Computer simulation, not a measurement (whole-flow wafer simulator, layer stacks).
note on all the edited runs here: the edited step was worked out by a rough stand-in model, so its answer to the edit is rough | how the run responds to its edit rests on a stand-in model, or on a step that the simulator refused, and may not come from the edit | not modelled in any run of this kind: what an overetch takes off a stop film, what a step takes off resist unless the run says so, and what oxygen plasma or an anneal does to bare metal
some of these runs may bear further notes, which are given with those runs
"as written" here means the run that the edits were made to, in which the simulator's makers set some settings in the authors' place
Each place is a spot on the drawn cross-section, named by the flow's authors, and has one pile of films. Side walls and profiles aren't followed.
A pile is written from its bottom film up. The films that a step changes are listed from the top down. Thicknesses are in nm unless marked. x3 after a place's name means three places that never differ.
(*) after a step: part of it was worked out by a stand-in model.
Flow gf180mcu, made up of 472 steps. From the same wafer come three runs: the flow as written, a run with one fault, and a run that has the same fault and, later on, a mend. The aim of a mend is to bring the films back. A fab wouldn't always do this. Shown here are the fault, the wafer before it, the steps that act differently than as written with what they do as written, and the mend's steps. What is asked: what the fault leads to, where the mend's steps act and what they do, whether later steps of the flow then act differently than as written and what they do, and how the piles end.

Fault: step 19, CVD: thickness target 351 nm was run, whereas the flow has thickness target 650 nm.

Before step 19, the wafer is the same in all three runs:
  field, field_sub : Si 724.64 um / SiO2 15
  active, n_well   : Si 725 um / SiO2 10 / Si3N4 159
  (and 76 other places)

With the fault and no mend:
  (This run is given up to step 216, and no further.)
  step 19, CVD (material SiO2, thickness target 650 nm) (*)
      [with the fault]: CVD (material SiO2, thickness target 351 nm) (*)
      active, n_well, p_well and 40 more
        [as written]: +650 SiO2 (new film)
        [with the fault]: +351 SiO2 (new film)
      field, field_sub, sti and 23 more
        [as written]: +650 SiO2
        [with the fault]: +351 SiO2
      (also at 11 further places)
  Later steps of the flow acting differently than as written (5 more steps, not shown, differ only slightly: by at most 2% or 0.5 nm, whichever is larger):
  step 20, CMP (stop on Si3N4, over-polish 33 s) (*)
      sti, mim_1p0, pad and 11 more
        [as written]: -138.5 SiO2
        [with the fault]: nothing
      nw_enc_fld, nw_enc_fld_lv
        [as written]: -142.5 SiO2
        [with the fault]: nothing
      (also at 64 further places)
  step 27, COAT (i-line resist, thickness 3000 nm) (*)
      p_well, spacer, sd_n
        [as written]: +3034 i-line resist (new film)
        [with the fault]: +2884.1 i-line resist (new film)
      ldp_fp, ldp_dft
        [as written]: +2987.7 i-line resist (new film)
        [with the fault]: +2884.4 i-line resist (new film)
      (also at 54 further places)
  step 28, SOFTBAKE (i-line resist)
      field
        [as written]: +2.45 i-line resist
        [with the fault]: -7.78 i-line resist
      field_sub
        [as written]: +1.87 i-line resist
        [with the fault]: -6.45 i-line resist
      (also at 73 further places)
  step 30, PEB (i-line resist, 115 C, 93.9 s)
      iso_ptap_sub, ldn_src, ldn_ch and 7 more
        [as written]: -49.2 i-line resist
        [with the fault]: -47.3 i-line resist
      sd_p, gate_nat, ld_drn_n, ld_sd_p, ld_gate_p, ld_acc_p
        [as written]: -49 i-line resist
        [with the fault]: -47.6 i-line resist
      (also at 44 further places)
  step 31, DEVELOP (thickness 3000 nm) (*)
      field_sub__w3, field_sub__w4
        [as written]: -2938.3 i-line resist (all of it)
        [with the fault]: -3004.9 i-line resist (all of it)
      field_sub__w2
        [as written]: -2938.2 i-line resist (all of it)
        [with the fault]: -3000.6 i-line resist (all of it)
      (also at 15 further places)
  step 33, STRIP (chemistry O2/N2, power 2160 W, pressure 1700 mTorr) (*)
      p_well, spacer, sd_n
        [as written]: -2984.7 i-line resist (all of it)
        [with the fault]: -2837.2 i-line resist (all of it)
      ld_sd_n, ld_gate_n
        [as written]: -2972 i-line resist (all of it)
        [with the fault]: -2888.3 i-line resist (all of it)
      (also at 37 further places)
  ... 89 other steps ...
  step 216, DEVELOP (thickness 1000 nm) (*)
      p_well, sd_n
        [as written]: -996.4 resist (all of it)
        [with the fault]: -859.2 resist (all of it)
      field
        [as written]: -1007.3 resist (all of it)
        [with the fault]: -1032 resist (all of it)
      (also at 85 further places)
  After step 216, at field, field__w1, field__w2 and 52 more, the piles differ from the flow's by more than 2% or 0.5 nm, whichever is larger.
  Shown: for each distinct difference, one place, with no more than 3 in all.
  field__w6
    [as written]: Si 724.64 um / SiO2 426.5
    [with the fault]: Si 724.63 um / SiO2 223.4 / poly-Si 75 / SiO2 58.7
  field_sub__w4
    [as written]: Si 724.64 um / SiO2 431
    [with the fault]: Si 724.63 um / SiO2 223.4 / poly-Si 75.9 / SiO2 59
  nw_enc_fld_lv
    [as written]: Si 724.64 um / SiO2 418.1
    [with the fault]: Si 724.63 um / SiO2 209.2 / poly-Si 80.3 / SiO2 58.5

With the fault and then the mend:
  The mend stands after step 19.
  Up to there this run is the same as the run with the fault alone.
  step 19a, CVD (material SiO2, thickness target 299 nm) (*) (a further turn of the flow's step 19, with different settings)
      field, field_sub, active and 77 more
        +299 SiO2
  None of the later steps of the flow differs from how it acts as written, at any place that is followed, by more than 2% or 0.5 nm, whichever is larger.
  When the end is reached, the piles differ only a little from the flow's at the places that both follow, at most by 2% or 0.5 nm, whichever is larger.
